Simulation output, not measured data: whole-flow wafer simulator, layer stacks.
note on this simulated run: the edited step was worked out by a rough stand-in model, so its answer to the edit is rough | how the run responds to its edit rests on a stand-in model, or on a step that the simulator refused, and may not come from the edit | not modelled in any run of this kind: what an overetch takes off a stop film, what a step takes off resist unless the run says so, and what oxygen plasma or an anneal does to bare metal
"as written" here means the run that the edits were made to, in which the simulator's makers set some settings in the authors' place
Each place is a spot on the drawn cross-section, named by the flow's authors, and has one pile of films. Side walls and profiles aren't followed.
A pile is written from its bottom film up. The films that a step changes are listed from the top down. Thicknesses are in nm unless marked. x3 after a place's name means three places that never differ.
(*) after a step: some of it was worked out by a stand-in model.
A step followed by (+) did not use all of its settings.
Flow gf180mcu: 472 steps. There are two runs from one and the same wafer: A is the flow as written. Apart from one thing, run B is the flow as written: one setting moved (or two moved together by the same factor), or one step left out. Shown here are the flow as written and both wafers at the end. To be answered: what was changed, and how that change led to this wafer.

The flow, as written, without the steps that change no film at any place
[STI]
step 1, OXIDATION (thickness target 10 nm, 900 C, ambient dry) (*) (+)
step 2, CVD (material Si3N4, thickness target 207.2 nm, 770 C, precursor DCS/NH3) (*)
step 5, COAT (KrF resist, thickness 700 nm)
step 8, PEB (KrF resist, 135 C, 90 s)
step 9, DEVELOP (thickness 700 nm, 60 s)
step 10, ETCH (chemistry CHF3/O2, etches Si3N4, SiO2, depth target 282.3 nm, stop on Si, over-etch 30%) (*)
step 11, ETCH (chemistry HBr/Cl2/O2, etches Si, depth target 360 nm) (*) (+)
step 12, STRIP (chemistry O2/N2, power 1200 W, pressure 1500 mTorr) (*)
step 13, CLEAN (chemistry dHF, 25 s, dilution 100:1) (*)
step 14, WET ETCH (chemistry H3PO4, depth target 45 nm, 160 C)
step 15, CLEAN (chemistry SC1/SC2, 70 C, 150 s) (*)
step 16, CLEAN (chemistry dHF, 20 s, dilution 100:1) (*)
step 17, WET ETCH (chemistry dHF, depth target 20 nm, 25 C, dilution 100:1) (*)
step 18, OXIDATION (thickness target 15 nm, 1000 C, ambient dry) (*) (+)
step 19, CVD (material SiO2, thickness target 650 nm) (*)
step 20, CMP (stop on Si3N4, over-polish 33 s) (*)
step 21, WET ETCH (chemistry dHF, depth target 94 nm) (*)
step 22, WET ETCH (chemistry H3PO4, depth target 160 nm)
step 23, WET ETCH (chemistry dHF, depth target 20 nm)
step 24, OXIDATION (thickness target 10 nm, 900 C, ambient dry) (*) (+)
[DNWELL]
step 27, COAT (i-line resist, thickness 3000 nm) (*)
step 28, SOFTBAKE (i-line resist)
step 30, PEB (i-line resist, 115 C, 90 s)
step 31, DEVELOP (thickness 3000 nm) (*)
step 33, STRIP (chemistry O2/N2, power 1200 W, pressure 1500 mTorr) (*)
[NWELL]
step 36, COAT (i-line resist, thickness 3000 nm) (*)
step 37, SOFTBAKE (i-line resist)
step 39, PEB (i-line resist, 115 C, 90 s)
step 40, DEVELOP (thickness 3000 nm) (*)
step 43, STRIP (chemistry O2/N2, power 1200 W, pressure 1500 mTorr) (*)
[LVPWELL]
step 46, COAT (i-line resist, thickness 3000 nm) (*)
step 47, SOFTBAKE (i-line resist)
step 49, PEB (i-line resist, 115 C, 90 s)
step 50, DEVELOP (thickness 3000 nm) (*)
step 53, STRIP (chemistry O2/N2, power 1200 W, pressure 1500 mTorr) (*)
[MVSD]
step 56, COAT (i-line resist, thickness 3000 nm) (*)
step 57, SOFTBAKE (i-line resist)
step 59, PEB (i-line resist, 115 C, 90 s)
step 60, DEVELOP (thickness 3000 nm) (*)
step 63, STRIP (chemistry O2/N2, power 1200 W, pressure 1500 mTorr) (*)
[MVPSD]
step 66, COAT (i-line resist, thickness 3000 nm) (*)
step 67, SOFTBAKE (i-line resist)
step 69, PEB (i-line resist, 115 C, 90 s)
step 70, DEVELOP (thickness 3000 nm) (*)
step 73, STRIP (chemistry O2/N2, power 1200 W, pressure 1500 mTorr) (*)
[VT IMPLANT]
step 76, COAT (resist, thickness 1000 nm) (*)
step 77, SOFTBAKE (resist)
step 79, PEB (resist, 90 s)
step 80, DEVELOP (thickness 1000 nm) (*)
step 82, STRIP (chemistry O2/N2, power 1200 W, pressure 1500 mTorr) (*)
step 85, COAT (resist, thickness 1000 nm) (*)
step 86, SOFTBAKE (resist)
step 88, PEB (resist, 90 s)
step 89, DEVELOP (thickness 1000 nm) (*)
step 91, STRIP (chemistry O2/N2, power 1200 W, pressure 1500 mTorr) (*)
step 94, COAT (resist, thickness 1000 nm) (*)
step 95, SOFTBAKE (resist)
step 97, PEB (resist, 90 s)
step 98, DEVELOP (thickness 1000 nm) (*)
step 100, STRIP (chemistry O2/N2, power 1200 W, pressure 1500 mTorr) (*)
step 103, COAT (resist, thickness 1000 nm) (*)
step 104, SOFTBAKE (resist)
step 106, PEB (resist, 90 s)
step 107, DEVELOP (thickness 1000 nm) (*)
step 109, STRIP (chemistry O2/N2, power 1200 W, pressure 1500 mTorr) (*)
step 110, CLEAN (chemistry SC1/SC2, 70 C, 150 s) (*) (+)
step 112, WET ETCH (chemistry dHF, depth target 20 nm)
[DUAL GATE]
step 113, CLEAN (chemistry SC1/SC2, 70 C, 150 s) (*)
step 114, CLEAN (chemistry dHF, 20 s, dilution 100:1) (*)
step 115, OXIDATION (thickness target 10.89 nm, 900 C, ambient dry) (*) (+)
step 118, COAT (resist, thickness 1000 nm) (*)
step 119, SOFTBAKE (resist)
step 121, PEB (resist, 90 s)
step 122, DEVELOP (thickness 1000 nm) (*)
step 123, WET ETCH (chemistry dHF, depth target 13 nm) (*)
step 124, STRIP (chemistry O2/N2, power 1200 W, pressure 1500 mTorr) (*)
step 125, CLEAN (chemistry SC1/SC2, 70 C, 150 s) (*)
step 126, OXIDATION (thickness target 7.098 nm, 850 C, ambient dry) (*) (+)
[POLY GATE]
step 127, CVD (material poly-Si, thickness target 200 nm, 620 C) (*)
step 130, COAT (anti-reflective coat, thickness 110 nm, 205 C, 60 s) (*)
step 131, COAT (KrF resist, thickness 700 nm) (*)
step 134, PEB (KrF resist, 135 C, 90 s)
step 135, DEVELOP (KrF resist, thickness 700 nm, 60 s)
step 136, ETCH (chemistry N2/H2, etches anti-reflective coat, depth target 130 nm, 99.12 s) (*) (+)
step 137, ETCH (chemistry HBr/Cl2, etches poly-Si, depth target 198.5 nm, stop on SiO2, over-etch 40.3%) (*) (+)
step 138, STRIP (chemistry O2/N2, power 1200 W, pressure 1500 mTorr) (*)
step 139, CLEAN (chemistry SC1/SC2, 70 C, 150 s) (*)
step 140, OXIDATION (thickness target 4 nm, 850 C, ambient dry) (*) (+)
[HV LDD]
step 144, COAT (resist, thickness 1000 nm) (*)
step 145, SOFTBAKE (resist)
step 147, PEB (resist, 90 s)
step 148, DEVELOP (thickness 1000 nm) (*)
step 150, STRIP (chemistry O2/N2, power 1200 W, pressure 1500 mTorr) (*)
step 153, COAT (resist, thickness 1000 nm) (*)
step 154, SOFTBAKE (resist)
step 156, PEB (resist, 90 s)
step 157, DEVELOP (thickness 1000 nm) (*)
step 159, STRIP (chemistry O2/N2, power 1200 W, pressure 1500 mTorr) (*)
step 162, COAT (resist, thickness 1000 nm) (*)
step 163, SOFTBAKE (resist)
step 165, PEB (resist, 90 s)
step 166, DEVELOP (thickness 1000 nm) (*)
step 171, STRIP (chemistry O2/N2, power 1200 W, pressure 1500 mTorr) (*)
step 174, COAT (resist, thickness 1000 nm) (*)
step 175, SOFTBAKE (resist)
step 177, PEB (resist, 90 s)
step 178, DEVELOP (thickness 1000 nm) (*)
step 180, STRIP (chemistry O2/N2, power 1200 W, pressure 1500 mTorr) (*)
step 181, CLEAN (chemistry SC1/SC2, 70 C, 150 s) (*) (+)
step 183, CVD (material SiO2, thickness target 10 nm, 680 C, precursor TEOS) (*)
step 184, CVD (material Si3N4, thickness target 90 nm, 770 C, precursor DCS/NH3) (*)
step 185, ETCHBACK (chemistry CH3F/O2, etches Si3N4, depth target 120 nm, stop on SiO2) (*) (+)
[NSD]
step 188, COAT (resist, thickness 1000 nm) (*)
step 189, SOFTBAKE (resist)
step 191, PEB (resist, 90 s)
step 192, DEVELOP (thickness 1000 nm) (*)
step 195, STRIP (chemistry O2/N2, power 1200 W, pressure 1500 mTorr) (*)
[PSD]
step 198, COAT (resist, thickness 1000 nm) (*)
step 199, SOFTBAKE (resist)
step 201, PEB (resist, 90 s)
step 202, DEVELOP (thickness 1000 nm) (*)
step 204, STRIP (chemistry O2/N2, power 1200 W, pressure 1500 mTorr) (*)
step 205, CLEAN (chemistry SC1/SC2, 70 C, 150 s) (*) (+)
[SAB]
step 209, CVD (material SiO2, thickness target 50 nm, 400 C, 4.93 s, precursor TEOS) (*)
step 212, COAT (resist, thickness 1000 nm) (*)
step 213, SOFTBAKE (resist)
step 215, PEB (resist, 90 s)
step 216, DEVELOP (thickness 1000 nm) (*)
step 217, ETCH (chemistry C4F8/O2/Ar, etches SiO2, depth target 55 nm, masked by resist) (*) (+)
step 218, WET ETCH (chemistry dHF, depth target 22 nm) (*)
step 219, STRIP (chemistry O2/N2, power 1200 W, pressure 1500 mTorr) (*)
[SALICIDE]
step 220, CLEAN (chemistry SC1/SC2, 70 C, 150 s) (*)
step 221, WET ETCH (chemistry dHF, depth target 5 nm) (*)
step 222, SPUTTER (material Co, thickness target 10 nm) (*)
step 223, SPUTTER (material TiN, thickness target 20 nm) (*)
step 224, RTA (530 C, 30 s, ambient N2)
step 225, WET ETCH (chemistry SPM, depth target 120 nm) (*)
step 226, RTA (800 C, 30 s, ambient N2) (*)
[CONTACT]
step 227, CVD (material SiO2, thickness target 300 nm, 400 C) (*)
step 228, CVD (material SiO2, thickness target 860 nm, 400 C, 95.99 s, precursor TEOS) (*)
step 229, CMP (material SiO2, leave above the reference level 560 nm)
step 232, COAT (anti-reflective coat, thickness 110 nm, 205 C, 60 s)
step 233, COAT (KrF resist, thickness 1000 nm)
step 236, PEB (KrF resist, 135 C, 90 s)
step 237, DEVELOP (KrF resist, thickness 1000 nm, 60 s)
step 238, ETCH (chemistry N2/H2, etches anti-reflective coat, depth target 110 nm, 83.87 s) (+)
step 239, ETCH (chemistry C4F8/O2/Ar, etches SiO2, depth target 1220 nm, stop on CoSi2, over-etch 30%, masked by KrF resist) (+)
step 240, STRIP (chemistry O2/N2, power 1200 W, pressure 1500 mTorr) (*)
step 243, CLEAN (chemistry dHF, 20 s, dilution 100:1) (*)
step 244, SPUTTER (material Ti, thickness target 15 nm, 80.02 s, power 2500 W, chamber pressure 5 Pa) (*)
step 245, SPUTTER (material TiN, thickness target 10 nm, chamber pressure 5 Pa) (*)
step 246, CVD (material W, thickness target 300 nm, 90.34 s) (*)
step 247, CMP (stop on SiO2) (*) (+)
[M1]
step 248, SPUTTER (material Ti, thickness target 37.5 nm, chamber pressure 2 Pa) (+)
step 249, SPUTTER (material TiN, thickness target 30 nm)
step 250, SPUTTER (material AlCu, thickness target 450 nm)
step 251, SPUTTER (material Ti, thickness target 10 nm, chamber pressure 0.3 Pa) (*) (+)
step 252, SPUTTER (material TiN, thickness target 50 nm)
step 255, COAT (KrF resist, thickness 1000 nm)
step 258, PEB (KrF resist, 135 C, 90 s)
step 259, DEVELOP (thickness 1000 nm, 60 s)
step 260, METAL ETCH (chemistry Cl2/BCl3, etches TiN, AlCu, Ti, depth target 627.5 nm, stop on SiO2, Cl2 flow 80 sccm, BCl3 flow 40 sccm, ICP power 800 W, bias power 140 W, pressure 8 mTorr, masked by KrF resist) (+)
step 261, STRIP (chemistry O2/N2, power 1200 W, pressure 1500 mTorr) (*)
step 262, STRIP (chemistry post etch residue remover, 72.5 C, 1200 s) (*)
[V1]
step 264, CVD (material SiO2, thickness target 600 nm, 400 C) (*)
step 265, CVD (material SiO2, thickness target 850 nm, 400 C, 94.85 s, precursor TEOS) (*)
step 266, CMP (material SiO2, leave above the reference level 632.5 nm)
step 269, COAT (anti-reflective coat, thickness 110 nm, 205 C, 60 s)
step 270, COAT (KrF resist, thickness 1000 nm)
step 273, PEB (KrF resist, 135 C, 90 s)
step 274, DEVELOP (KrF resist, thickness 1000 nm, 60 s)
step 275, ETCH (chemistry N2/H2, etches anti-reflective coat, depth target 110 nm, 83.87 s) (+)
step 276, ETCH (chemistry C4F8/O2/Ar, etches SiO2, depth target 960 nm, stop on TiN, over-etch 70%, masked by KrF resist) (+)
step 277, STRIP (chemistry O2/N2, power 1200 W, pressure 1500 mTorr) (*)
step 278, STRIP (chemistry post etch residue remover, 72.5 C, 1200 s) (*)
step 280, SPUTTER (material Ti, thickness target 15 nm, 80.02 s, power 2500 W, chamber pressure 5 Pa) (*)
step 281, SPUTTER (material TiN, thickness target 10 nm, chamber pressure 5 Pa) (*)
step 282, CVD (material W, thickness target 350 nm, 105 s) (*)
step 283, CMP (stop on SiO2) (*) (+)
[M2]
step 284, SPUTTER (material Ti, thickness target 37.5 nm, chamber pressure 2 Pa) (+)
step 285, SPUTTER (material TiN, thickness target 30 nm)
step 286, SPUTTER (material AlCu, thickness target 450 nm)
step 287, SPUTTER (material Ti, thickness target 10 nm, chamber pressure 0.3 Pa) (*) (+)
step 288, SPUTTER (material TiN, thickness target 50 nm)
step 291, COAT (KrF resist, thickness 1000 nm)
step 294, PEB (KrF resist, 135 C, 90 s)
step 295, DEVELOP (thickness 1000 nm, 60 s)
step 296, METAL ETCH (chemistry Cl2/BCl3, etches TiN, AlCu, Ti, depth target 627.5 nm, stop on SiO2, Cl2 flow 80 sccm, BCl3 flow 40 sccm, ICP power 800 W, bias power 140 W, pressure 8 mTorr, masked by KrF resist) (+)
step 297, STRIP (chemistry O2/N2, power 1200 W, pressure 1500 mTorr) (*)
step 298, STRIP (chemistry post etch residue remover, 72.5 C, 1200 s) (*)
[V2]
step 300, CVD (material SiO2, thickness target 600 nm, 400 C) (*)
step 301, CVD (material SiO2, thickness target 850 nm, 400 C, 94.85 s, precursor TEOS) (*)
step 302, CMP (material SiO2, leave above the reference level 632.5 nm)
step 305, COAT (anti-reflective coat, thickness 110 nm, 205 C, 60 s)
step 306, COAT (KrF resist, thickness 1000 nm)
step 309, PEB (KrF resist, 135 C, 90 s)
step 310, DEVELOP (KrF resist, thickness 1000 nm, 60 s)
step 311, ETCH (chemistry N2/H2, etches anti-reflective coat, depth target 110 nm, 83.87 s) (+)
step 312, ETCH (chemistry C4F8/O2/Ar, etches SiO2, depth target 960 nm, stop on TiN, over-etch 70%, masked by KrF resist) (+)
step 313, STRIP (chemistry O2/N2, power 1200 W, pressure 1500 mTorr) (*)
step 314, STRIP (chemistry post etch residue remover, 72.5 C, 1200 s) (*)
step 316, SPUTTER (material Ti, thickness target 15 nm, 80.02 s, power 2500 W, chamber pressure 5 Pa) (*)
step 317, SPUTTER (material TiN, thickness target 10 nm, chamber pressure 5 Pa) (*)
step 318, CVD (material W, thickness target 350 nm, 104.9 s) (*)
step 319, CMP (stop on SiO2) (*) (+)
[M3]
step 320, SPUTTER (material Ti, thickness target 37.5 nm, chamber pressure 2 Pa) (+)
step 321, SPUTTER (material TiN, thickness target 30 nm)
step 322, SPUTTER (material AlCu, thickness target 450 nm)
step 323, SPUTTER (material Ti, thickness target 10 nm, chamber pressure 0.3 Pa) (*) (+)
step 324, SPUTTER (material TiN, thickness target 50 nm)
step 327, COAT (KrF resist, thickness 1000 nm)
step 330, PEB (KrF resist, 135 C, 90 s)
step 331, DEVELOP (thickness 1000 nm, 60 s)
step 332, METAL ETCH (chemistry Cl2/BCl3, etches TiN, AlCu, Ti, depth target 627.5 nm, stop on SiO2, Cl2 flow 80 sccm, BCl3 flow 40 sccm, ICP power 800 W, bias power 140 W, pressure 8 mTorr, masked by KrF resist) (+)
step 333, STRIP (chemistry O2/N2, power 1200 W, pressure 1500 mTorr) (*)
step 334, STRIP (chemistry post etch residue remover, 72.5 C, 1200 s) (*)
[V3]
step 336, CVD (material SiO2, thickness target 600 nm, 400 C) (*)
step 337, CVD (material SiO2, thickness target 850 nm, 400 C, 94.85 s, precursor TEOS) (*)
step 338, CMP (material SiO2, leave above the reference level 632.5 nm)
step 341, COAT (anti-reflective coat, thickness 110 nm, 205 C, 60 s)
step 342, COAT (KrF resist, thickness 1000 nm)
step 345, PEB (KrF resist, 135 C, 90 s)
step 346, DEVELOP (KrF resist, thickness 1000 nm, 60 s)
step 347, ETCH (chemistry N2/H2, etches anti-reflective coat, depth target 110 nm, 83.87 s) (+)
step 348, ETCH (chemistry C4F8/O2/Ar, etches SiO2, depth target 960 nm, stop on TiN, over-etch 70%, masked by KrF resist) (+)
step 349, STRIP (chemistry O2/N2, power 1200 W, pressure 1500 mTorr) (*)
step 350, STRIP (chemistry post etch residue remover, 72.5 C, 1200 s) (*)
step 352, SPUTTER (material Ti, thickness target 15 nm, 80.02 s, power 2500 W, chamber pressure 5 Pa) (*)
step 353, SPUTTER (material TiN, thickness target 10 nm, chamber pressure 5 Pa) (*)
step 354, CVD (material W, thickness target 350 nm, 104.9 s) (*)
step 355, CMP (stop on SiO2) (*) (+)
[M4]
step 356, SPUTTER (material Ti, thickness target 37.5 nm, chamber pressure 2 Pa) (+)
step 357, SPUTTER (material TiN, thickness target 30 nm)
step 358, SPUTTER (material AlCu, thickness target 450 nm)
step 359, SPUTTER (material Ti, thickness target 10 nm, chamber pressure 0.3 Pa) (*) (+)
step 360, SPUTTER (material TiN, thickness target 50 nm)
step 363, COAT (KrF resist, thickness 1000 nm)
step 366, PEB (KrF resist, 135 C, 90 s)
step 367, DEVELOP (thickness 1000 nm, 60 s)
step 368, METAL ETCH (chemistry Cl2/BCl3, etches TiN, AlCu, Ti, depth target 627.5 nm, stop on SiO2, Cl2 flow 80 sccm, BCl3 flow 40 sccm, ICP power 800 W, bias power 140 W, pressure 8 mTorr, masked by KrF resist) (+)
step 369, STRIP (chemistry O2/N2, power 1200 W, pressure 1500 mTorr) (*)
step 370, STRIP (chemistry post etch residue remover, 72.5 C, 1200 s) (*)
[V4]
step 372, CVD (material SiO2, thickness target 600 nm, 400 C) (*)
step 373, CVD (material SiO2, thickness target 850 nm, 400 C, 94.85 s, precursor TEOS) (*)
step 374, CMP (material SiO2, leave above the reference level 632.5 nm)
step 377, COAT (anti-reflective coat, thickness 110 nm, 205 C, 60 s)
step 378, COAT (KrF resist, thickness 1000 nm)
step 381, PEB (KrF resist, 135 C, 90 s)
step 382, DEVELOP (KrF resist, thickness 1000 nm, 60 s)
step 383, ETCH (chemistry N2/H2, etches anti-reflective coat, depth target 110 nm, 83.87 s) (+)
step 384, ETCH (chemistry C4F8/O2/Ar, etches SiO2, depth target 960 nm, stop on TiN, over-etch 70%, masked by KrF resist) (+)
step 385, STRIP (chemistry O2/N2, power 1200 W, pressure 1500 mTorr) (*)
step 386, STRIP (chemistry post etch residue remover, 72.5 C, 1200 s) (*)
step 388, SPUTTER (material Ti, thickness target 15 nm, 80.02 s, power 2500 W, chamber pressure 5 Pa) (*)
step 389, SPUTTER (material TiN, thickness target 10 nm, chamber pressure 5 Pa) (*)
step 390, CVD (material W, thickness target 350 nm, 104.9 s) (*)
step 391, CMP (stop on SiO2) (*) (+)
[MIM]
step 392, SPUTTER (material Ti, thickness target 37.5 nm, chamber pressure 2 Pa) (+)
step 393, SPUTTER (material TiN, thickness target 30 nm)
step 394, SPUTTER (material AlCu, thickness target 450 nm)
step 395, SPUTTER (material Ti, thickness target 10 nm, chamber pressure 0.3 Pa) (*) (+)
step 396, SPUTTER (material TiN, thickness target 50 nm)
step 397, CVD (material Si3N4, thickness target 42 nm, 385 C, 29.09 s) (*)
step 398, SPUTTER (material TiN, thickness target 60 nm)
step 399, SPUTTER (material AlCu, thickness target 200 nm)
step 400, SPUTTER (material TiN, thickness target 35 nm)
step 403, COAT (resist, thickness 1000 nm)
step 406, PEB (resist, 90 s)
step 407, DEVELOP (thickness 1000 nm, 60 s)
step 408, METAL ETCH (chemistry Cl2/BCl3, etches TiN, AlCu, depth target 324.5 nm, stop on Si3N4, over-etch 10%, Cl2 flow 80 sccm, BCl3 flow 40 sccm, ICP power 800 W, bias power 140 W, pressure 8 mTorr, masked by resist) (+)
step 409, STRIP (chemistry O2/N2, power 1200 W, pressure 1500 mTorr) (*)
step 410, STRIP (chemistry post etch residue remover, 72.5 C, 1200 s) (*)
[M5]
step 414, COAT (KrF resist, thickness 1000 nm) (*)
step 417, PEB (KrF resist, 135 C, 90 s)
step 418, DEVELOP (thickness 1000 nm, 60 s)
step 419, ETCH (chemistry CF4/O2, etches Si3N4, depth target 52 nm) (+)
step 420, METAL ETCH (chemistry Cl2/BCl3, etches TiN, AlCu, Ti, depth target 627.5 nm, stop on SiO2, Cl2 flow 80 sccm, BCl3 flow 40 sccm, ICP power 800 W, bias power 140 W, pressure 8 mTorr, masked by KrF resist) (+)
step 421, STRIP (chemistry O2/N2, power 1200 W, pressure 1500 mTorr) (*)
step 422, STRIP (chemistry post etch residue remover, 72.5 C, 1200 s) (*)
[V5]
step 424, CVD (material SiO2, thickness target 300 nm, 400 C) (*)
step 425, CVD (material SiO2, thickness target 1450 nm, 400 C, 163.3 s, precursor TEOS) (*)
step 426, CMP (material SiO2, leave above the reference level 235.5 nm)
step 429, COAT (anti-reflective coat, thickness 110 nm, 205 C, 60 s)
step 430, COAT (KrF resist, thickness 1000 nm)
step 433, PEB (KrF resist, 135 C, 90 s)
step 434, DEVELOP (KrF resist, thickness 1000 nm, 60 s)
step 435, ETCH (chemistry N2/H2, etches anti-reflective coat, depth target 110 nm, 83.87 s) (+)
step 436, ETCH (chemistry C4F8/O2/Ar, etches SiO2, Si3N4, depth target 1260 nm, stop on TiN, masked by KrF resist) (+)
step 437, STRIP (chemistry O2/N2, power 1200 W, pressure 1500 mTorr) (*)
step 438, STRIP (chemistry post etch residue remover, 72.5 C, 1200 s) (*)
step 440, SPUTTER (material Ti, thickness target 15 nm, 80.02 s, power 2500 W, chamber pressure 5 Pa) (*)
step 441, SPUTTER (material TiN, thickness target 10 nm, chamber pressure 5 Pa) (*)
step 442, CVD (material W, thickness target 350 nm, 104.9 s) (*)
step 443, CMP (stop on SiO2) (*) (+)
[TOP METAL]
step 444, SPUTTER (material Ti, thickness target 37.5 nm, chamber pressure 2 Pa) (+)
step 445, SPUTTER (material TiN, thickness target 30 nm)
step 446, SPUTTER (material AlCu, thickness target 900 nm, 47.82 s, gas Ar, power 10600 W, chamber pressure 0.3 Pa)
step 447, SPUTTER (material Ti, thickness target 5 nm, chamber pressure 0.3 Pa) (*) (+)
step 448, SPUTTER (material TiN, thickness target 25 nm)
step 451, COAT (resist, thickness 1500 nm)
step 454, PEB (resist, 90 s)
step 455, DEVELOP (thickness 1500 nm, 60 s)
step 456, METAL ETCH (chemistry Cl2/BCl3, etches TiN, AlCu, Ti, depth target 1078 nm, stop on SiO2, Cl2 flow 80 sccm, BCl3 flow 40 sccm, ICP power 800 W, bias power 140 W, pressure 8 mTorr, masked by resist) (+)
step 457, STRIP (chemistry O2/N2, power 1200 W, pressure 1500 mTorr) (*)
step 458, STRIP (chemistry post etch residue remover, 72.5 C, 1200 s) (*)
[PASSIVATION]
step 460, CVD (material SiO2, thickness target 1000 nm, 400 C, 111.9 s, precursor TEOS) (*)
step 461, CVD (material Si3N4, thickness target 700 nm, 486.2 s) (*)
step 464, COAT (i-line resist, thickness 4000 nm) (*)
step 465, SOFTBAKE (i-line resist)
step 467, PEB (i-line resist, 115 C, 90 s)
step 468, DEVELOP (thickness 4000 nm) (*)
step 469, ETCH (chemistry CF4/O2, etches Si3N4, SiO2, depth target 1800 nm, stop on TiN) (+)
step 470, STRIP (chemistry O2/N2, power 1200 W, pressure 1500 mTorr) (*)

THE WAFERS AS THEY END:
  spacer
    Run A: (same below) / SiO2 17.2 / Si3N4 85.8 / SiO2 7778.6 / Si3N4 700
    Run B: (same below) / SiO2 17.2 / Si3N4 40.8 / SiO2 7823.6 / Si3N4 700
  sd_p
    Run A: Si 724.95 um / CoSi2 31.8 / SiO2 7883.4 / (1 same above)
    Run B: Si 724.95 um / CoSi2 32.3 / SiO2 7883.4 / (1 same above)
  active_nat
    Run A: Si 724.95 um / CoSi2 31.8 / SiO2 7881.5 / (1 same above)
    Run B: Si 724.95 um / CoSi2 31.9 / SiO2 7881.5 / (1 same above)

The reason: step 184, CVD: thickness target 45 nm was run, while the flow as written has thickness target 90 nm; step 185, ETCHBACK: depth target 60 nm was run, where the flow has depth target 120 nm.

How this came from the change, step by step:
  step 184, CVD (material Si3N4, thickness target 90 nm, 770 C, precursor DCS/NH3) (*)
      field, field__w1, field__w2 and 101 more: A +90 Si3N4 (new film) | B +45 Si3N4 (new film)
  step 185, ETCHBACK (chemistry CH3F/O2, etches Si3N4, depth target 120 nm, stop on SiO2) (*) (+)
      field, field__w1, field__w2 and 100 more: A -90 Si3N4 (all of it), -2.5 SiO2 | B -45 Si3N4 (all of it), -1.25 SiO2
  step 188, COAT (resist, thickness 1000 nm) (*)
      spacer: A +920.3 resist (new film) | B +966.4 resist (new film)
  step 189, SOFTBAKE (resist)
      nw_enc_fld_lv__w3: A +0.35 resist | B -0.42 resist
  step 191, PEB (resist, 90 s)
      spacer: A -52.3 resist | B -55.2 resist
  step 192, DEVELOP (thickness 1000 nm) (*)
      spacer: A -868 resist (all of it) | B -911.1 resist (all of it)
  step 198, COAT (resist, thickness 1000 nm) (*)
      spacer: A +920.3 resist (new film) | B +966.4 resist (new film)
  step 199, SOFTBAKE (resist)
      nw_enc_fld_lv__w3: A +0.35 resist | B -0.42 resist
  step 201, PEB (resist, 90 s)
      spacer: A -52.3 resist | B -55.2 resist
  step 204, STRIP (chemistry O2/N2, power 1200 W, pressure 1500 mTorr) (*)
      spacer: A -868 resist (all of it) | B -911.1 resist (all of it)
  step 212, COAT (resist, thickness 1000 nm) (*)
      spacer: A +919.2 resist (new film) | B +965.2 resist (new film)
  step 215, PEB (resist, 90 s)
      spacer: A -52.3 resist | B -55.2 resist
  step 216, DEVELOP (thickness 1000 nm) (*)
      spacer: A -866.9 resist (all of it) | B -910.1 resist (all of it)
  step 218, WET ETCH (chemistry dHF, depth target 22 nm) (*)
      gate, gate_hv, gate_p and 23 more: A -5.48 SiO2 (all of it) | B -6.73 SiO2 (all of it)
      active, p_well, sd_n, iso_ptap_pw, iso_ntap_nw, iso_ptap_sub, vpnp_e: A -9.01 SiO2 (all of it) | B -10.3 SiO2 (all of it)
      (also at 16 further places)
  step 222, SPUTTER (material Co, thickness target 10 nm) (*)
      field__w3: A +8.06 Co (new film) | B +8.63 Co (new film)
      field__w12: A +6.15 Co (new film) | B +6.85 Co (new film)
      (also at 2 further places)
  step 223, SPUTTER (material TiN, thickness target 20 nm) (*)
      field__w2: A +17 TiN (new film) | B +17.7 TiN (new film)
      field__w3: A +15.7 TiN (new film) | B +16.9 TiN (new film)
      (also at 5 further places)
  ... 3 further steps ...
  step 229, CMP (material SiO2, leave above the reference level 560 nm)
      spacer: A -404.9 SiO2 | B -359.9 SiO2
